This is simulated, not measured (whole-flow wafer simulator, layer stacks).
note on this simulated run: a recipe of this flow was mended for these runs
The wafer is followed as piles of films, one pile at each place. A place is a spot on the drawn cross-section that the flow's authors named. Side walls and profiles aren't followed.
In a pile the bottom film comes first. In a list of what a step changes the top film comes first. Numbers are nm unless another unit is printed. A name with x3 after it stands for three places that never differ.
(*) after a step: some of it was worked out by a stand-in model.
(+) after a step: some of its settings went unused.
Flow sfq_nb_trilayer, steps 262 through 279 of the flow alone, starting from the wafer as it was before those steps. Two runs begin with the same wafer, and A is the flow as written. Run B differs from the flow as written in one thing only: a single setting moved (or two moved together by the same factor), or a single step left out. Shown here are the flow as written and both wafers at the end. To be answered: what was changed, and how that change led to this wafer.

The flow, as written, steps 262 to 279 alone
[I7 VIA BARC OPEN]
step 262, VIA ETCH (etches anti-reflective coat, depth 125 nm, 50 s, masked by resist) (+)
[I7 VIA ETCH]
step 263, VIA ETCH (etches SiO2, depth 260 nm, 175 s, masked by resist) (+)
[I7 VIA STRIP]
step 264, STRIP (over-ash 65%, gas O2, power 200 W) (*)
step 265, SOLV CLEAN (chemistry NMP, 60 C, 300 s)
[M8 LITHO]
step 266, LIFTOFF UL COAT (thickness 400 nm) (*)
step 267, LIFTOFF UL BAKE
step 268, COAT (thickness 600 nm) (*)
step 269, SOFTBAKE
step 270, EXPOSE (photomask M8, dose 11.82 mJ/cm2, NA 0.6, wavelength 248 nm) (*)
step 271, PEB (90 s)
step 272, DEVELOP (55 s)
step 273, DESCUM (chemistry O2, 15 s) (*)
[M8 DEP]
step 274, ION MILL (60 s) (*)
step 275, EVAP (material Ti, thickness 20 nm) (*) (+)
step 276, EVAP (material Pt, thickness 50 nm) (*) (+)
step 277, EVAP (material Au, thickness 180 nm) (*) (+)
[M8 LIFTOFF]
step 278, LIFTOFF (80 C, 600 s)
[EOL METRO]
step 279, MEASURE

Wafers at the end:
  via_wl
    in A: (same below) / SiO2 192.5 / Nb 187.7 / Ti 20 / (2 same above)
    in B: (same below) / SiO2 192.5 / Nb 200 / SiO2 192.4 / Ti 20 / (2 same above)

What caused this: step 263, VIA ETCH: etches SiO2, depth 260 nm, 175 s, masked by resist (+), was omitted.

How this came from the change, step by step:
  step 264, STRIP (over-ash 65%, gas O2, power 200 W) (*)
      field_l, v_sur, via_sp and 100 more: A -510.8 KrF-resist-other-grade (all of it), -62 anti-reflective coat (all of it) | B -555.7 KrF-resist-other-grade (all of it), -62 anti-reflective coat (all of it)
  step 266, LIFTOFF UL COAT (thickness 400 nm) (*)
      via_wl, via_wr: A +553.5 lift-off-underlayer (new film) | B +400.2 lift-off-underlayer (new film)
      field_l: A +387.9 lift-off-underlayer (new film) | B +400 lift-off-underlayer (new film)
      (and at 3 other places as well)
  step 268, COAT (thickness 600 nm) (*)
      via_wl: A +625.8 KrF-resist-other-grade (new film) | B +600 KrF-resist-other-grade (new film)
      via_w: A +637.7 KrF-resist-other-grade (new film) | B +600.1 KrF-resist-other-grade (new film)
      (and at 1 other place as well)
  step 272, DEVELOP (55 s)
      field_l: A -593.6 KrF-resist-other-grade (all of it), -387.9 lift-off-underlayer (all of it) | B -598.7 KrF-resist-other-grade (all of it), -400 lift-off-underlayer (all of it)
      v_sur: A -607.6 KrF-resist-other-grade (all of it), -368.7 lift-off-underlayer (all of it) | B -598.8 KrF-resist-other-grade (all of it), -400 lift-off-underlayer (all of it)
      (and at 4 other places as well)
  step 274, ION MILL (60 s) (*)
      via_wl, via_w, via_wr: A -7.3 Nb | B -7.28 SiO2
With metal films that touch counted as one body, via_wl has 8 bodies (between them, from the top down: SiO2 192.4; SiO2 192.5; SiO2 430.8 / Al2O3 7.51 / Nb2O5 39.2; SiO2 192.5; SiO2 192.5; SiO2 192.5; SiO2 192.5); the flow as written gives 7 bodies (between them, from the top down: SiO2 192.5; SiO2 430.8 / Al2O3 7.51 / Nb2O5 39.2; SiO2 192.5; SiO2 192.5; SiO2 192.5; SiO2 192.5).
